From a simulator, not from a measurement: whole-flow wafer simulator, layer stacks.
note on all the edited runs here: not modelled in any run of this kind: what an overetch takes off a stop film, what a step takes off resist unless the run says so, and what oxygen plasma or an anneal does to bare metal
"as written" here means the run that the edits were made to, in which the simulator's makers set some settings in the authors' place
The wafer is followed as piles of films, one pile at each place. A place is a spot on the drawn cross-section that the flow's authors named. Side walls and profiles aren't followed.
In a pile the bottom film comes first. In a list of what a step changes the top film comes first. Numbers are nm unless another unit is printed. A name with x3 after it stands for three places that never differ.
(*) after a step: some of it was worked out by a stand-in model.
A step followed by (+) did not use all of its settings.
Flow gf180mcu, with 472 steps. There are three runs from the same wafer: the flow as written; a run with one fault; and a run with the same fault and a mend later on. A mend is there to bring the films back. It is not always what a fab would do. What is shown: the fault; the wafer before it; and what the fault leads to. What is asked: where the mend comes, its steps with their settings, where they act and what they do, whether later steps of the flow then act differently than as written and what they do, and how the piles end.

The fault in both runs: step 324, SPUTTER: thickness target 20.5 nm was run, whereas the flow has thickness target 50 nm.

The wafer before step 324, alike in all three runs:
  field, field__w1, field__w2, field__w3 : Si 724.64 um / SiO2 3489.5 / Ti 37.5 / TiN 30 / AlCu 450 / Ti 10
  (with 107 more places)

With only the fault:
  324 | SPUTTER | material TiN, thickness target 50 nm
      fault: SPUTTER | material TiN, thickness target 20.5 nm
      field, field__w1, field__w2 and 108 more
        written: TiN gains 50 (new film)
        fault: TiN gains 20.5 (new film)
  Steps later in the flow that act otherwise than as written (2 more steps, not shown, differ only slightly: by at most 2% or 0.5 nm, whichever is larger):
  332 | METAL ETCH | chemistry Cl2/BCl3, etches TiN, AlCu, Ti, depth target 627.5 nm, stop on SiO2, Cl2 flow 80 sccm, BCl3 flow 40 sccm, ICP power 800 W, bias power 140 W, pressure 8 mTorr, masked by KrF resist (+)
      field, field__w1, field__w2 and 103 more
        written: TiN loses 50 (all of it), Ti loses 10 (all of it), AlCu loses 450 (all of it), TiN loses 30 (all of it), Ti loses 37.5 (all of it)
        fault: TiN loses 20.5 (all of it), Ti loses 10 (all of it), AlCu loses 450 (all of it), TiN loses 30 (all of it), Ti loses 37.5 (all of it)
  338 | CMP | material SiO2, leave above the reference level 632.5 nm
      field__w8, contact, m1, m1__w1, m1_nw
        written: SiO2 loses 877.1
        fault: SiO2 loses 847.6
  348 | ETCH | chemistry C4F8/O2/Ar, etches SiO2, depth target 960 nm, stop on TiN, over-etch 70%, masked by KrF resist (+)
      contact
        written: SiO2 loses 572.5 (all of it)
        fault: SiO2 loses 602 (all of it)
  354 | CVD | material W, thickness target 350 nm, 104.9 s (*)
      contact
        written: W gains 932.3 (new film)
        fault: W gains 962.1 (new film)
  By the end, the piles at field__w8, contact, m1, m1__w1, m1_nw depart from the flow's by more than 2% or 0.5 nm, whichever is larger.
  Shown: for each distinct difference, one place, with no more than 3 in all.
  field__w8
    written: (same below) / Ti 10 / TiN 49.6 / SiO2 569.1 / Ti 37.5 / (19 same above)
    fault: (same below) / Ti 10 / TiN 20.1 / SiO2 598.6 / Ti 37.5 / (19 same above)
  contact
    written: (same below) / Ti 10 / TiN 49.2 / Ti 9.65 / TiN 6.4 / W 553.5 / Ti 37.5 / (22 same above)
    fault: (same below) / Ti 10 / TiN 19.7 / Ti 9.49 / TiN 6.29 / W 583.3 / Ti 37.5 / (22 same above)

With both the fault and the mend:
  After step 324 comes the mend.
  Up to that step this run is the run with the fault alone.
  324a | SPUTTER | material TiN, thickness target 29.5 nm (the flow's step 324, run once more with other settings)
      field, field__w1, field__w2 and 108 more
        TiN gains 29.5
  Every later step of the flow that is run acts as written at every place that is followed.
  By the end, the piles equal the flow's at every place that both follow.
